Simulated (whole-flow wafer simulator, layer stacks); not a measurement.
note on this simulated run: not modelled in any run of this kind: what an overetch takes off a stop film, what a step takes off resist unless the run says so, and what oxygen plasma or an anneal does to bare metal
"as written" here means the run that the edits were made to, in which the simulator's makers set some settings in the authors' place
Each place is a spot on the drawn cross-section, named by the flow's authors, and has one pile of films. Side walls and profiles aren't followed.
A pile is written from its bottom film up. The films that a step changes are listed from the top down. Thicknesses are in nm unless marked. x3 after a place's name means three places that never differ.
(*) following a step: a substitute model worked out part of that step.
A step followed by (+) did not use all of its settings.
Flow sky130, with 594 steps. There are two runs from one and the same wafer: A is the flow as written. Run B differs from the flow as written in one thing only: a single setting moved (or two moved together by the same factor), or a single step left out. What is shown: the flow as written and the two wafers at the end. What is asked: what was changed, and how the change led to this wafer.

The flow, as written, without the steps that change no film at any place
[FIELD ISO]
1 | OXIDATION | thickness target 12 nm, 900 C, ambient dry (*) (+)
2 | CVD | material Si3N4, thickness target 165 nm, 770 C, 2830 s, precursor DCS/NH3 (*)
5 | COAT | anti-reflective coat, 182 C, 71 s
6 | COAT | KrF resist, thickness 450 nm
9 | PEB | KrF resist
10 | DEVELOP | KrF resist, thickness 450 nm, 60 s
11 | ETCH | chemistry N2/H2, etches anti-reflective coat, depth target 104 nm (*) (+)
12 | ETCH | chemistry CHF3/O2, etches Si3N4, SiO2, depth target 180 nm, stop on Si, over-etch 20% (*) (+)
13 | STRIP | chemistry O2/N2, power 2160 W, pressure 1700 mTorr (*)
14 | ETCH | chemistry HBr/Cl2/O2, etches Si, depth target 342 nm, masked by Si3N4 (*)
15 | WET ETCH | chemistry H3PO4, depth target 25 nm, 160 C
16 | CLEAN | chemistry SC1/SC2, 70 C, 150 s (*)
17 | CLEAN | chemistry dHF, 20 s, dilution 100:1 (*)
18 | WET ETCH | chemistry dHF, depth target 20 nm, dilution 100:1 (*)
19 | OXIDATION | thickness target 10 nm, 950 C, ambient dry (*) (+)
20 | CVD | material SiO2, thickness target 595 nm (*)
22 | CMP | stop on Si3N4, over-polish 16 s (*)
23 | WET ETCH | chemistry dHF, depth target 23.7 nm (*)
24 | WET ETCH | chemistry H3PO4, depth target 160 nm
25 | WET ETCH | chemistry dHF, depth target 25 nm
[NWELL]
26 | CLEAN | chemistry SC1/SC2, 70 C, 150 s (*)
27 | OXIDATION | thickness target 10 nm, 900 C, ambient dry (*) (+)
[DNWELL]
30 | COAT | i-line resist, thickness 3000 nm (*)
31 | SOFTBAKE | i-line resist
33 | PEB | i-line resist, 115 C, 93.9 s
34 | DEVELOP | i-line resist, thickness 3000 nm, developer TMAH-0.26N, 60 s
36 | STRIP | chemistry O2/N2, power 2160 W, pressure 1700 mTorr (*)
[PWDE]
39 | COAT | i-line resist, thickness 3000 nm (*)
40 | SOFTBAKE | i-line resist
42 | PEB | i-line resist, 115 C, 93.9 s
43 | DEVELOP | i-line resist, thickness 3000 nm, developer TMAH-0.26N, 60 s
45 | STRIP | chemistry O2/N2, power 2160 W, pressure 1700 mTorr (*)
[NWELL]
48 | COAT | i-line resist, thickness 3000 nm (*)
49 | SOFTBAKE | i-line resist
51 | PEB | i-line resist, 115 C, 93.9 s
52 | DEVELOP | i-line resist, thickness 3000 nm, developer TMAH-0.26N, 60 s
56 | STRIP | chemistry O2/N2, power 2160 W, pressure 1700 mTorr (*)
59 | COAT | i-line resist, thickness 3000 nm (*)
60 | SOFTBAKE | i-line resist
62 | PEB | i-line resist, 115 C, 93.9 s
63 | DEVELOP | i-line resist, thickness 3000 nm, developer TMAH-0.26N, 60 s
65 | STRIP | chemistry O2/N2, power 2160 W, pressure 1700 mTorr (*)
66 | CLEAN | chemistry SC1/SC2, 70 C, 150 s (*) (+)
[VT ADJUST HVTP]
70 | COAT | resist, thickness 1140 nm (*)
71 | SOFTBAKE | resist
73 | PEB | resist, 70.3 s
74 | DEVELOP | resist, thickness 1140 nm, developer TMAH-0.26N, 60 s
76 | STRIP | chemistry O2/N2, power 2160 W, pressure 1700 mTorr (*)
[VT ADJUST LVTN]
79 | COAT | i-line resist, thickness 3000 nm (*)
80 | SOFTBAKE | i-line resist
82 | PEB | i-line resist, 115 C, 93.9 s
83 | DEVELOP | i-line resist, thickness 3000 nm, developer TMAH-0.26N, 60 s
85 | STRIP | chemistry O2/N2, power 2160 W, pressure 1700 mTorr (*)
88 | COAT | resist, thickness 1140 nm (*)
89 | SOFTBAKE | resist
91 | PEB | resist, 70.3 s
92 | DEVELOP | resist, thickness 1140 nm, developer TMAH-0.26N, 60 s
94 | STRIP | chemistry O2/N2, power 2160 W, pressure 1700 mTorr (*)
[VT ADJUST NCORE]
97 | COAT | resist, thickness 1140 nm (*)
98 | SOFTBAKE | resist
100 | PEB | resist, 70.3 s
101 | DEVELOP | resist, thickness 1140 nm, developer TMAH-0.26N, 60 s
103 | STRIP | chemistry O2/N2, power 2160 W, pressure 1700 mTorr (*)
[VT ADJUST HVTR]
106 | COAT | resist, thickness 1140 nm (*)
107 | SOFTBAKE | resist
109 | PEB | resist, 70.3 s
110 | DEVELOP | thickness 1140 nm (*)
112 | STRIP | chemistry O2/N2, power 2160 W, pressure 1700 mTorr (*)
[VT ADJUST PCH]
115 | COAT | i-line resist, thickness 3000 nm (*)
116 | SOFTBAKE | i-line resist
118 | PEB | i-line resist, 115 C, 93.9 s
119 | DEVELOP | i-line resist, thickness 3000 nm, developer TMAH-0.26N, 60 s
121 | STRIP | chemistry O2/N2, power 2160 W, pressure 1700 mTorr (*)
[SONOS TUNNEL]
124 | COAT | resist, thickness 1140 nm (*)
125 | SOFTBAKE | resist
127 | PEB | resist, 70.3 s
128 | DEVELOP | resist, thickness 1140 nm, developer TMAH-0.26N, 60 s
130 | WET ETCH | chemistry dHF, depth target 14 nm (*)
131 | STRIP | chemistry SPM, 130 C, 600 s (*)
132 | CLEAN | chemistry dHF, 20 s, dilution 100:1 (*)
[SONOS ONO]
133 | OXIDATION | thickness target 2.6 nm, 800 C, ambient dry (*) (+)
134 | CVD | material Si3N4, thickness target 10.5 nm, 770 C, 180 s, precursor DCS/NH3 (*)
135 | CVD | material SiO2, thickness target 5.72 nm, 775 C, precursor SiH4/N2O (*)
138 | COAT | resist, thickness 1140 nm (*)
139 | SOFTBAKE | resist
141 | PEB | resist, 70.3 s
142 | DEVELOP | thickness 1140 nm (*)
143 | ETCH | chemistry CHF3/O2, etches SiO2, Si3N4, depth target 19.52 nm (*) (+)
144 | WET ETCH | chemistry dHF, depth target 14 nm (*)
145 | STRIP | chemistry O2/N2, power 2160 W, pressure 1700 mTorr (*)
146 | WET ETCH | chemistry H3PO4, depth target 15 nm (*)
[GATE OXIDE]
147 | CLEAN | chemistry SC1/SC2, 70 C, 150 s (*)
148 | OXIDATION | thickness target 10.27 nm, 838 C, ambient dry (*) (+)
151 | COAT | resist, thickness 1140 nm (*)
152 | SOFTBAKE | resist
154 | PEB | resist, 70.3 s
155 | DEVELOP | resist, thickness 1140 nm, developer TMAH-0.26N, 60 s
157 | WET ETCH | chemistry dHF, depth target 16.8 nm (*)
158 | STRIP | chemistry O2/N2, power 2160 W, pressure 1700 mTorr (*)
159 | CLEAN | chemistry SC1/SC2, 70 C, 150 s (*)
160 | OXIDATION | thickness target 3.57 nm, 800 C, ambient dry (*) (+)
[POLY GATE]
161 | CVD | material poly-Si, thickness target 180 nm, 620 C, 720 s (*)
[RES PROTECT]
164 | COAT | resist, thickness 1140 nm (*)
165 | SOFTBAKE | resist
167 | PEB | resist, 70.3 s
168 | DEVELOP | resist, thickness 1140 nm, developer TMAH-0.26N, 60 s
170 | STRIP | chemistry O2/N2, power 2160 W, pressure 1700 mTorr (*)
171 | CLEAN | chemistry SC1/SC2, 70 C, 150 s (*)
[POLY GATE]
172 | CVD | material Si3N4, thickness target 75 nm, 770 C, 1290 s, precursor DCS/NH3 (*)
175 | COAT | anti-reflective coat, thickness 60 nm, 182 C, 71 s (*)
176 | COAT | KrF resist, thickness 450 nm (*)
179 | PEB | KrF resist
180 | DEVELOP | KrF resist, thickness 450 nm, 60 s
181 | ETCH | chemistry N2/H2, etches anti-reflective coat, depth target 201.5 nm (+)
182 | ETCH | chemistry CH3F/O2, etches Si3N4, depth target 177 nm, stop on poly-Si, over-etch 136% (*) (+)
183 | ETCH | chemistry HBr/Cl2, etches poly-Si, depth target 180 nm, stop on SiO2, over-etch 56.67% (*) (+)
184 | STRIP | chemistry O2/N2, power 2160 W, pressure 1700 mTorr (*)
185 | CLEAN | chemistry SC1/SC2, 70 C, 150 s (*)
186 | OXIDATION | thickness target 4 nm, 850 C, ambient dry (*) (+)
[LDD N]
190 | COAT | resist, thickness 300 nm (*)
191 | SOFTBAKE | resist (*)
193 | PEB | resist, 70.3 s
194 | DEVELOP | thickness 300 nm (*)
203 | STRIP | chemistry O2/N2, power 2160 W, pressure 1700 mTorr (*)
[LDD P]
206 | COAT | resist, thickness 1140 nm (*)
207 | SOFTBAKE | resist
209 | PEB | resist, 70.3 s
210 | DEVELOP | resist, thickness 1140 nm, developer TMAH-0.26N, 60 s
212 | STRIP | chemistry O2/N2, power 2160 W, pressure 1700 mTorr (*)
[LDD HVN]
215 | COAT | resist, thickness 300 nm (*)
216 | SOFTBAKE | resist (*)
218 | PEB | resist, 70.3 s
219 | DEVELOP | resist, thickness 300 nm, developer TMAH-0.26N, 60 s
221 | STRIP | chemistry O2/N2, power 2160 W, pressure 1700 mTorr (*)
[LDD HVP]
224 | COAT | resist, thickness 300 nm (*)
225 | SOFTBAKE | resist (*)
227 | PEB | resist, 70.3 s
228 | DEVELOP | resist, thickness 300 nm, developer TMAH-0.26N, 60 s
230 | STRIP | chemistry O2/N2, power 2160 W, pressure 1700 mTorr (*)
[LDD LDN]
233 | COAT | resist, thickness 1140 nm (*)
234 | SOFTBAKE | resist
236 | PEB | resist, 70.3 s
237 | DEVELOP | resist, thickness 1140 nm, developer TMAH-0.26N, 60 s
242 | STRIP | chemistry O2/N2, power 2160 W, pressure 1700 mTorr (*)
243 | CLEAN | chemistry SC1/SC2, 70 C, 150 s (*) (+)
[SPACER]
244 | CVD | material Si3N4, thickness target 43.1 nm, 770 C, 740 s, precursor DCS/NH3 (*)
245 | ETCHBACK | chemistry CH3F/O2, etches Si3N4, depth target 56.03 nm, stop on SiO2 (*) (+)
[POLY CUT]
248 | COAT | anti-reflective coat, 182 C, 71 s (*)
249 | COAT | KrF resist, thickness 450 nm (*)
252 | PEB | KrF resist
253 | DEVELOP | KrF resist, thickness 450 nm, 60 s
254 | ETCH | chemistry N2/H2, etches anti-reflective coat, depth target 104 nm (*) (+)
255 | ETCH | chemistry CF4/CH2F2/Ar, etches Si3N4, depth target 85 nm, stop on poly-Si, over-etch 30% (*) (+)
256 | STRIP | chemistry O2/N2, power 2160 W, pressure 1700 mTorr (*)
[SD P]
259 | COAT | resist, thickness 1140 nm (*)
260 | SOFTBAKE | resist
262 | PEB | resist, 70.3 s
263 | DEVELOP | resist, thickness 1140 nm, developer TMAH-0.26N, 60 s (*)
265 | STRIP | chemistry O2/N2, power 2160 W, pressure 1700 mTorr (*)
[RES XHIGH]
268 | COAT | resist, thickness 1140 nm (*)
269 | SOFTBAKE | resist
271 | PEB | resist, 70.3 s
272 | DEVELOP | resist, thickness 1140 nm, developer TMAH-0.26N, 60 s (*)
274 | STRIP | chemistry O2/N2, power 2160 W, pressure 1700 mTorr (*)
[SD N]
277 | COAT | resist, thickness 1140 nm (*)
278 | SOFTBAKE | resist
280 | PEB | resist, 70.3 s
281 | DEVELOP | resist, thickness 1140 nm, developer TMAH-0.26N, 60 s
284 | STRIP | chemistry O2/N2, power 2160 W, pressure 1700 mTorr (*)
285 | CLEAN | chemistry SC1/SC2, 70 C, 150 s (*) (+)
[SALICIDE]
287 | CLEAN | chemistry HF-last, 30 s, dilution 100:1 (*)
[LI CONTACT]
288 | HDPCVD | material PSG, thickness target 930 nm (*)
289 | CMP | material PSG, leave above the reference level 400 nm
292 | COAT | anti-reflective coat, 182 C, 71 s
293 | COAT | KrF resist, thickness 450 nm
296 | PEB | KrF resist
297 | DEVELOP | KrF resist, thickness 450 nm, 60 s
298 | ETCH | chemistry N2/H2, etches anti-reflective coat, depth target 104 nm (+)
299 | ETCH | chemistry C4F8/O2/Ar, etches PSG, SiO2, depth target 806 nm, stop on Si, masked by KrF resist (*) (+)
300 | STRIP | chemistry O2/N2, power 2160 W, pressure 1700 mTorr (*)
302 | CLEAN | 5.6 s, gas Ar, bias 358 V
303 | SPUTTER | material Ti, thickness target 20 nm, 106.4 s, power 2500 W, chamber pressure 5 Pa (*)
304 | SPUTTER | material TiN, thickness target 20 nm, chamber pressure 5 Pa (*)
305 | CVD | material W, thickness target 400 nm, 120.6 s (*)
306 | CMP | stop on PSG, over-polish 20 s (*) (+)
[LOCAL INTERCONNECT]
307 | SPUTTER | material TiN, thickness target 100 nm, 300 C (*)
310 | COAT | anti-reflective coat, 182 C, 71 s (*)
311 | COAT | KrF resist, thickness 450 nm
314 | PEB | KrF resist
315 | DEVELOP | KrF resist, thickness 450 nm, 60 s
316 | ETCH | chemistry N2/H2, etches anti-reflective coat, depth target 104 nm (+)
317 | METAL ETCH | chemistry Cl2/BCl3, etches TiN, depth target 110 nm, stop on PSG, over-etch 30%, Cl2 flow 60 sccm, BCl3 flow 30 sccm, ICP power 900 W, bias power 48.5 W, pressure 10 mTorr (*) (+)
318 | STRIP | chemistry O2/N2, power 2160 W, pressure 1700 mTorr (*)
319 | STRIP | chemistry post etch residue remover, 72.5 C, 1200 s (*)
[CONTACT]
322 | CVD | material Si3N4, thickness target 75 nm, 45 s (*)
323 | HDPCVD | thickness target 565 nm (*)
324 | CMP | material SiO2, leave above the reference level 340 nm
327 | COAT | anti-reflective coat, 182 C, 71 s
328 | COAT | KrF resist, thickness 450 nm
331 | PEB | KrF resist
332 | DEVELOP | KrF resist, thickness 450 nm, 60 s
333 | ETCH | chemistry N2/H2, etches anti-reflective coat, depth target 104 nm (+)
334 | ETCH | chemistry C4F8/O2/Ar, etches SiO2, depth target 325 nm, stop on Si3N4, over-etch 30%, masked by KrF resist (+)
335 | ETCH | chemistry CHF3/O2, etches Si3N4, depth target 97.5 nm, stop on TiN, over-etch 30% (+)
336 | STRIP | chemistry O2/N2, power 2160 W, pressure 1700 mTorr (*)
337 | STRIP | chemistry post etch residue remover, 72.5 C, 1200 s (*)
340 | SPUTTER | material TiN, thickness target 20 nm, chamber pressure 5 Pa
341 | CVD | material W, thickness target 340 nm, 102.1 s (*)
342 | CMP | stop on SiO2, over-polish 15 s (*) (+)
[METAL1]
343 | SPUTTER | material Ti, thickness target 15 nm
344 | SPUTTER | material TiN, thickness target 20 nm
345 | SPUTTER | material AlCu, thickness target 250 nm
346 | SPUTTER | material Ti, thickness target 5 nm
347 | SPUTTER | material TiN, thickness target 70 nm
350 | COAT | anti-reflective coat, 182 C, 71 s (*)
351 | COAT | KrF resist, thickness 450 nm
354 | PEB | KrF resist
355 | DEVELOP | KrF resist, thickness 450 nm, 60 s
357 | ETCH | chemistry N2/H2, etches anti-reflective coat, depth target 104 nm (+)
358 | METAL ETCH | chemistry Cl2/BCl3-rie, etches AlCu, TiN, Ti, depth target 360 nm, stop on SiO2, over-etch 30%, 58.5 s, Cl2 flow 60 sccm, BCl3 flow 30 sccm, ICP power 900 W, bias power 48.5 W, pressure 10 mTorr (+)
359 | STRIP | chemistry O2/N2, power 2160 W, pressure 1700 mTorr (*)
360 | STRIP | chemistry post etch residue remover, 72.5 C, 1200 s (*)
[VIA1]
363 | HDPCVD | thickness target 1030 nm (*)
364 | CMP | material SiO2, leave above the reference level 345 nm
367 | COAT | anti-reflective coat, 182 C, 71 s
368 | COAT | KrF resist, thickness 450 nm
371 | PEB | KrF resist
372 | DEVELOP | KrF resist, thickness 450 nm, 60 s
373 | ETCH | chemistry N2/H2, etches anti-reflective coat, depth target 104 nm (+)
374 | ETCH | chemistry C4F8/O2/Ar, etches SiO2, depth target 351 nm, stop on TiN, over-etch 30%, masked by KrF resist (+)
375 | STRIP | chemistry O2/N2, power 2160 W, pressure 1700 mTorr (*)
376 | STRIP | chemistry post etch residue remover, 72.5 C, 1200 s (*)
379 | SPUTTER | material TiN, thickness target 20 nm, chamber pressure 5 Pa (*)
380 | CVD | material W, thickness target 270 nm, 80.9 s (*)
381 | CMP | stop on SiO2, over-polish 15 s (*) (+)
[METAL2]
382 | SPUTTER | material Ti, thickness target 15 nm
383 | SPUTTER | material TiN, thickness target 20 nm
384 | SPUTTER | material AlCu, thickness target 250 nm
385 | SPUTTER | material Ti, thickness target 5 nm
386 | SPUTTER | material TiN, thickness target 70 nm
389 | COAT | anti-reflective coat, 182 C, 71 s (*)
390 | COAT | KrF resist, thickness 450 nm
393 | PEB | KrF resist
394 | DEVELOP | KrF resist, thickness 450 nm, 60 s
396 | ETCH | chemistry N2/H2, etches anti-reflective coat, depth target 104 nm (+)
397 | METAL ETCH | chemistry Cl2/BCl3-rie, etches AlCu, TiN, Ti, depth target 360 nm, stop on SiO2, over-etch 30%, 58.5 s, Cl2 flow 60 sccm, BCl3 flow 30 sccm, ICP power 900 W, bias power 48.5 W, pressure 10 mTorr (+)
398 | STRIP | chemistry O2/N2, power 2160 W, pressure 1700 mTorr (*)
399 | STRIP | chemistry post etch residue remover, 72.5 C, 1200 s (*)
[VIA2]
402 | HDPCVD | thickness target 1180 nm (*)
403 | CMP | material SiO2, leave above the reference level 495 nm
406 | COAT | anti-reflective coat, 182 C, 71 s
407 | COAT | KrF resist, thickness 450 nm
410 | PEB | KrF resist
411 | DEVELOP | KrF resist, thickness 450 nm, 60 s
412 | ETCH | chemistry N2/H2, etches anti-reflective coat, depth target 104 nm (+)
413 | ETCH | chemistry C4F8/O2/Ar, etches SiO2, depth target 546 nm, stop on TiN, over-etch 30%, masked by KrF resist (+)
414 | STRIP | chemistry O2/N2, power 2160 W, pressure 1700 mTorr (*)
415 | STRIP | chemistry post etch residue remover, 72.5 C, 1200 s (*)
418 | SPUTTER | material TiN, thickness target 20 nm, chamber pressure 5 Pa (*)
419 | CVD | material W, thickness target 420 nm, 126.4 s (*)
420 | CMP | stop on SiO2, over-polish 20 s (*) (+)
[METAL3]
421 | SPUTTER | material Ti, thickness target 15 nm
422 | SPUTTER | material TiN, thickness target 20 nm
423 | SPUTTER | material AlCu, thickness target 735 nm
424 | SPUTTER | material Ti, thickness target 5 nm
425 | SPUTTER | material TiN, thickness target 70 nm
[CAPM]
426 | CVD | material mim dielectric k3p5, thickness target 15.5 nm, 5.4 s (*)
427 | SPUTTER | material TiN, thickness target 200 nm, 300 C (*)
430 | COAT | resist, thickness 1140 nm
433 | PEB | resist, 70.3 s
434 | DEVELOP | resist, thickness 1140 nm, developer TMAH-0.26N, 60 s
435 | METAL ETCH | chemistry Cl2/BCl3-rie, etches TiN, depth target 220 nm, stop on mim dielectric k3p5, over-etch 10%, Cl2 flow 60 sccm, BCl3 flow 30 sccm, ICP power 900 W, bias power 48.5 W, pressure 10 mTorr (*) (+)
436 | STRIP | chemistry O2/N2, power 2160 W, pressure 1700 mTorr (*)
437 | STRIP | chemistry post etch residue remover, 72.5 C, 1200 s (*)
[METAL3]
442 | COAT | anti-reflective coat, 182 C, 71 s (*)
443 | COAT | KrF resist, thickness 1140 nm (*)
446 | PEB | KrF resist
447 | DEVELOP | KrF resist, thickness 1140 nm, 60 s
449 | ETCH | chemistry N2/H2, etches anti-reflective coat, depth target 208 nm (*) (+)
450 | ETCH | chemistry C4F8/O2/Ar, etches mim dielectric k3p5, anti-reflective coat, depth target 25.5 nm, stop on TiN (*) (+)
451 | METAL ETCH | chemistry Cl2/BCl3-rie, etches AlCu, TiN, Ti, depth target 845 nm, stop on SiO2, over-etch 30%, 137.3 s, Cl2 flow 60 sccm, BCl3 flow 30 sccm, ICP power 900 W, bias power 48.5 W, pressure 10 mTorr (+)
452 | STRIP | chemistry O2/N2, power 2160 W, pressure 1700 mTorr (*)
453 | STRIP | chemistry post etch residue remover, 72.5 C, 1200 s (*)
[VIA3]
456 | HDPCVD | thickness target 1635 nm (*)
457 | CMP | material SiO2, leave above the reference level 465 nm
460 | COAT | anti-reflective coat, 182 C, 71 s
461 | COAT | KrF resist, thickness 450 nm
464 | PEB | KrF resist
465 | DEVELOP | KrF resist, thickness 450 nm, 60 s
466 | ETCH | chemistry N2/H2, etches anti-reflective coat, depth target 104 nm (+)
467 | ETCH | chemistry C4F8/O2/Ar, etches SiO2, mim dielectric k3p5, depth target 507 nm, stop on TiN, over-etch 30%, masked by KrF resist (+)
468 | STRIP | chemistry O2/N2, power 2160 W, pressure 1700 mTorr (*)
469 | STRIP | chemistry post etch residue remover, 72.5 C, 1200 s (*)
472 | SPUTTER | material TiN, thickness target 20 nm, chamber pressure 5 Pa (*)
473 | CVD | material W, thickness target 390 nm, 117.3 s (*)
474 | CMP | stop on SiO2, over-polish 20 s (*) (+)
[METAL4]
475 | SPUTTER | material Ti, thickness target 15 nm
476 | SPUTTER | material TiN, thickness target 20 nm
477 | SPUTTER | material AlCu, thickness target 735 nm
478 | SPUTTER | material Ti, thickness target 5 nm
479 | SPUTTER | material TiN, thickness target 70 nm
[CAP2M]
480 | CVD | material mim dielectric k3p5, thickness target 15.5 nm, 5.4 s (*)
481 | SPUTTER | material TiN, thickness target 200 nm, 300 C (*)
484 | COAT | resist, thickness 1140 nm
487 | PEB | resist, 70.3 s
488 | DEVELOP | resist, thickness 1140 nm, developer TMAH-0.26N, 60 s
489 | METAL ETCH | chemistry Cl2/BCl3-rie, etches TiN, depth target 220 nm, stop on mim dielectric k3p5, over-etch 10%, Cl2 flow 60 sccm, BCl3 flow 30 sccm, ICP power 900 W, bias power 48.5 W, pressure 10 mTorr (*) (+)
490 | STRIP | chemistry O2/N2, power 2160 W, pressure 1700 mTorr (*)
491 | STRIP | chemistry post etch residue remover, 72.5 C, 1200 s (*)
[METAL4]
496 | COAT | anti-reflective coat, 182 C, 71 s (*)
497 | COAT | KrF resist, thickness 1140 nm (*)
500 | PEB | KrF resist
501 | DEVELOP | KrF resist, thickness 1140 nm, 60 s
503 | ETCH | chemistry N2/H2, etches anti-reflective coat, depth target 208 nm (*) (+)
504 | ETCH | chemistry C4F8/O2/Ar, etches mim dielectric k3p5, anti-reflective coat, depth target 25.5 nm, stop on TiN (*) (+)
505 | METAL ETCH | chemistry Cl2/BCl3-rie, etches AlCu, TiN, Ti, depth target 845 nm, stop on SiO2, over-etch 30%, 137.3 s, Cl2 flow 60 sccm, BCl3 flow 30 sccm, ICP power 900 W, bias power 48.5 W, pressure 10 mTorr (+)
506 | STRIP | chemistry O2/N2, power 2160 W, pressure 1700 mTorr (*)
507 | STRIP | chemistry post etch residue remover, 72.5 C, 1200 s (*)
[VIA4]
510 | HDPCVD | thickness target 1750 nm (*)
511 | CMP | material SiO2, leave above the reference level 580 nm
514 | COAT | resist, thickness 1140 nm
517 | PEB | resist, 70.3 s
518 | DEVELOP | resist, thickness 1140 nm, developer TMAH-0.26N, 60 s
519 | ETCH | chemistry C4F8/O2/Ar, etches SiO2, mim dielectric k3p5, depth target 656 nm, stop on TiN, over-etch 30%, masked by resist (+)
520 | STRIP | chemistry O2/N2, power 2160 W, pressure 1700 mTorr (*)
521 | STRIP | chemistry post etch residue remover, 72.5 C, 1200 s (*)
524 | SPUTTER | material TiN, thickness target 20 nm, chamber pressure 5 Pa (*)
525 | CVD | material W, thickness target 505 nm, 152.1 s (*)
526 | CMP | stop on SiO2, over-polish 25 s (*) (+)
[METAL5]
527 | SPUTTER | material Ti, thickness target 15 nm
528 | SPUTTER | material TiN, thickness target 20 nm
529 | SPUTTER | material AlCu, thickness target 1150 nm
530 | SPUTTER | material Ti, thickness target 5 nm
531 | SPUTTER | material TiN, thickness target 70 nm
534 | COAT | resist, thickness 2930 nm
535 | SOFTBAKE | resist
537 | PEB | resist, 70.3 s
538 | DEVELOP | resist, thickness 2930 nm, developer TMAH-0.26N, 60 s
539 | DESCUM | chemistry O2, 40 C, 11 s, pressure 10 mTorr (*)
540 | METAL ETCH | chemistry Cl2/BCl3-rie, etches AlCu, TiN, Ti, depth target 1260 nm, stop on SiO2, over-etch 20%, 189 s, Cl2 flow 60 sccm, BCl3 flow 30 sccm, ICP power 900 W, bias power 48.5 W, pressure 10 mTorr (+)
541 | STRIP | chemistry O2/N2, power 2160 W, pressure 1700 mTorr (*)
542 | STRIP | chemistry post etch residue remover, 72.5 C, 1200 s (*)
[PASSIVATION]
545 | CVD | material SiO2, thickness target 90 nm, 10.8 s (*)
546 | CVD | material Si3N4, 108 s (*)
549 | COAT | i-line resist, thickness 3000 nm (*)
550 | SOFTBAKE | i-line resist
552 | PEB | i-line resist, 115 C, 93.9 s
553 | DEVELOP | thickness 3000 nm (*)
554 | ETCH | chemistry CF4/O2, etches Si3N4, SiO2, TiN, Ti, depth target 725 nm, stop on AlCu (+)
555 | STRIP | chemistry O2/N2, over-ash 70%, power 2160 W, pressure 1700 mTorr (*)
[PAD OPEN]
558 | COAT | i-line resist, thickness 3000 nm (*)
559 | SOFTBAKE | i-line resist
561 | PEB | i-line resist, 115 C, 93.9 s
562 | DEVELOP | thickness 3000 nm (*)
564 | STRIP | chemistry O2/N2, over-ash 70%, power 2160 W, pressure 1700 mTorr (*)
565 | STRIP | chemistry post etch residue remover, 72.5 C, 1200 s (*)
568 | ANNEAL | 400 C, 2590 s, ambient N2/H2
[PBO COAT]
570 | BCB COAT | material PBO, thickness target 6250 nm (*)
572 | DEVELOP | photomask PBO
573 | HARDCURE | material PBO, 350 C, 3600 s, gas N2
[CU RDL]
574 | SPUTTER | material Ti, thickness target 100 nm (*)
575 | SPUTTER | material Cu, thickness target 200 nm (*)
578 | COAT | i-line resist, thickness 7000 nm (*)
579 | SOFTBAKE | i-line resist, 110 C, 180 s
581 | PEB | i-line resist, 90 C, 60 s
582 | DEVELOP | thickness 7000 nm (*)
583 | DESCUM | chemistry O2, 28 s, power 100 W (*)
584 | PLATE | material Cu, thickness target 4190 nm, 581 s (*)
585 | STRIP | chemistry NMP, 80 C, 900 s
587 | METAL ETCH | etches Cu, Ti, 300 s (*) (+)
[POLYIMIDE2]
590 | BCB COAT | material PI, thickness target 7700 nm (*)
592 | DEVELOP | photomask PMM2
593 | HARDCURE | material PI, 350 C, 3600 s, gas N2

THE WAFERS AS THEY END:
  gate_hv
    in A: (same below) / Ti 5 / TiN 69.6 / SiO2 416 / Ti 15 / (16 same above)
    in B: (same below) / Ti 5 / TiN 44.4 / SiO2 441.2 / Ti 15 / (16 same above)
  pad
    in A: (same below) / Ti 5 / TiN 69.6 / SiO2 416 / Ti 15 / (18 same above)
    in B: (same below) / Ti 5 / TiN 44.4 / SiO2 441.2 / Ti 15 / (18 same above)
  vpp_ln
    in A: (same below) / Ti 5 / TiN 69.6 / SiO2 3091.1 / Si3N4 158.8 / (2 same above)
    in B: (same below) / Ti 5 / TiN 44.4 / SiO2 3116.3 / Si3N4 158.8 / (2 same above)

The reason: step 386, SPUTTER: thickness target 44.8 nm was run, though the flow has thickness target 70 nm.

The path from the change to this, step by step:
  386 | SPUTTER | material TiN, thickness target 70 nm
      field, active, n_well and 188 more: A TiN gains 70 (new film) | B TiN gains 44.8 (new film)
  397 | METAL ETCH | chemistry Cl2/BCl3-rie, etches AlCu, TiN, Ti, depth target 360 nm, stop on SiO2, over-etch 30%, 58.5 s, Cl2 flow 60 sccm, BCl3 flow 30 sccm, ICP power 900 W, bias power 48.5 W, pressure 10 mTorr (+)
      field, active, gate and 82 more: A TiN loses 68.7 (all of it), Ti loses 5 (all of it), AlCu loses 250 (all of it), TiN loses 20 (all of it), Ti loses 15 (all of it), SiO2 loses 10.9 | B TiN loses 43.5 (all of it), Ti loses 5 (all of it), AlCu loses 250 (all of it), TiN loses 20 (all of it), Ti loses 15 (all of it), SiO2 loses 13.5
  403 | CMP | material SiO2, leave above the reference level 495 nm
      n_well, p_well, gate_hv and 101 more: A SiO2 loses 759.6 | B SiO2 loses 734.4
      m1, via1_hole: A SiO2 loses 759.1 | B SiO2 loses 733.9
  413 | ETCH | chemistry C4F8/O2/Ar, etches SiO2, depth target 546 nm, stop on TiN, over-etch 30%, masked by KrF resist (+)
      m1: A SiO2 loses 420.3 (all of it) | B SiO2 loses 445.5 (all of it)
      via2_hole: A SiO2 loses 419.8 (all of it) | B SiO2 loses 445 (all of it)
  419 | CVD | material W, thickness target 420 nm, 126.4 s (*)
      m1: A W gains 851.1 (new film) | B W gains 876.7 (new film)
      via2_hole: A W gains 850.7 (new film) | B W gains 876.2 (new film)
